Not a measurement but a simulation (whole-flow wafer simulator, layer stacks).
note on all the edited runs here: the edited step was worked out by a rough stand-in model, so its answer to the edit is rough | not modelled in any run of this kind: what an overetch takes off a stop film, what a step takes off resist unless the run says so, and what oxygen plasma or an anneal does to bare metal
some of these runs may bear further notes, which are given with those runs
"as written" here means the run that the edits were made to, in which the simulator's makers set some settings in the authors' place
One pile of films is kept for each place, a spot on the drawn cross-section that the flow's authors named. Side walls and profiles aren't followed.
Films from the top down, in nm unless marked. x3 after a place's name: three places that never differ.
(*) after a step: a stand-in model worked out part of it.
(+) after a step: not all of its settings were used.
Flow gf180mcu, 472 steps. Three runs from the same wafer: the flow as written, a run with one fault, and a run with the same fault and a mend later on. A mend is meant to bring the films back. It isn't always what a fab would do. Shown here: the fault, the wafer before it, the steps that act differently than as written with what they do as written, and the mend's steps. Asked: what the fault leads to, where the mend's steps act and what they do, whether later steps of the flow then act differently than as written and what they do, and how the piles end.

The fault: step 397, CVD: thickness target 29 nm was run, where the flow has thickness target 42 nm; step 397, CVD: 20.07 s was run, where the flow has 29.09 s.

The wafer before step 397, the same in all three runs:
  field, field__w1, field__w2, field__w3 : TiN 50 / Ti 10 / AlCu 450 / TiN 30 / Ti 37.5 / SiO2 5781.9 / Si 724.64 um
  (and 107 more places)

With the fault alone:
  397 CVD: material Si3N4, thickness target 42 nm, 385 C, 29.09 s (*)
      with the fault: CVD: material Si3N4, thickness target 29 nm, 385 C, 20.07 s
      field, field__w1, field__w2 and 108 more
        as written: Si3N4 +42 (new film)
        with the fault: Si3N4 +29 (new film)
  Later steps of the flow that act differently than as written (6 more steps differ only slightly, by at most 2% or 0.5 nm, whichever is larger, and aren't shown):
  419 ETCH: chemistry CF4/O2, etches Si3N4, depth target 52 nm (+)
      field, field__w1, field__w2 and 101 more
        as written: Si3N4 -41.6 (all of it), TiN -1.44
        with the fault: Si3N4 -28.6 (all of it), TiN -1.99
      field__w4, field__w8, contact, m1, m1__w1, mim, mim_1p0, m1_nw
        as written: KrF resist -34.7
        with the fault: KrF resist -28.6
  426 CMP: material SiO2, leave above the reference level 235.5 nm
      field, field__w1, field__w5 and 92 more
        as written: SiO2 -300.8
        with the fault: SiO2 -313.8
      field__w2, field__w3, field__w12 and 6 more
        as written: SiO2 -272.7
        with the fault: SiO2 -286.3
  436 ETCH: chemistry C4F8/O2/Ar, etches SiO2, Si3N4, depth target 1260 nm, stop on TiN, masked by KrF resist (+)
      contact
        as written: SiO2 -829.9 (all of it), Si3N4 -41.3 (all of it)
        with the fault: SiO2 -829.9 (all of it), Si3N4 -28.3 (all of it)
  At the end the piles differ from the flow's by more than 2% or 0.5 nm, whichever is larger, at field__w4, field__w8, m1, m1__w1, mim, mim_1p0, m1_nw.
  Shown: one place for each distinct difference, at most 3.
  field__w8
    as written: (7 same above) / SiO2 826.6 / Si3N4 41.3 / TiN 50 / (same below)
    with the fault: (7 same above) / SiO2 826.6 / Si3N4 28.3 / TiN 50 / (same below)
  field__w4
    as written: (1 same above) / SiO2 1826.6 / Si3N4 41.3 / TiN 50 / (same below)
    with the fault: (1 same above) / SiO2 1826.6 / Si3N4 28.3 / TiN 50 / (same below)
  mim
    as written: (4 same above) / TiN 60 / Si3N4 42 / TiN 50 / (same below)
    with the fault: (4 same above) / TiN 60 / Si3N4 29 / TiN 50 / (same below)

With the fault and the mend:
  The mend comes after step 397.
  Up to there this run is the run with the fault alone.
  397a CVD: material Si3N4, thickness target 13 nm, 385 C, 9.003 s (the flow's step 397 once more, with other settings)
      field, field__w1, field__w2 and 108 more
        Si3N4 +13
  No later step of the flow acts differently than as written, at any place that is followed, by more than 2% or 0.5 nm, whichever is larger.
  At the end the piles differ from the flow's only slightly at the places that both follow, by at most 2% or 0.5 nm, whichever is larger.
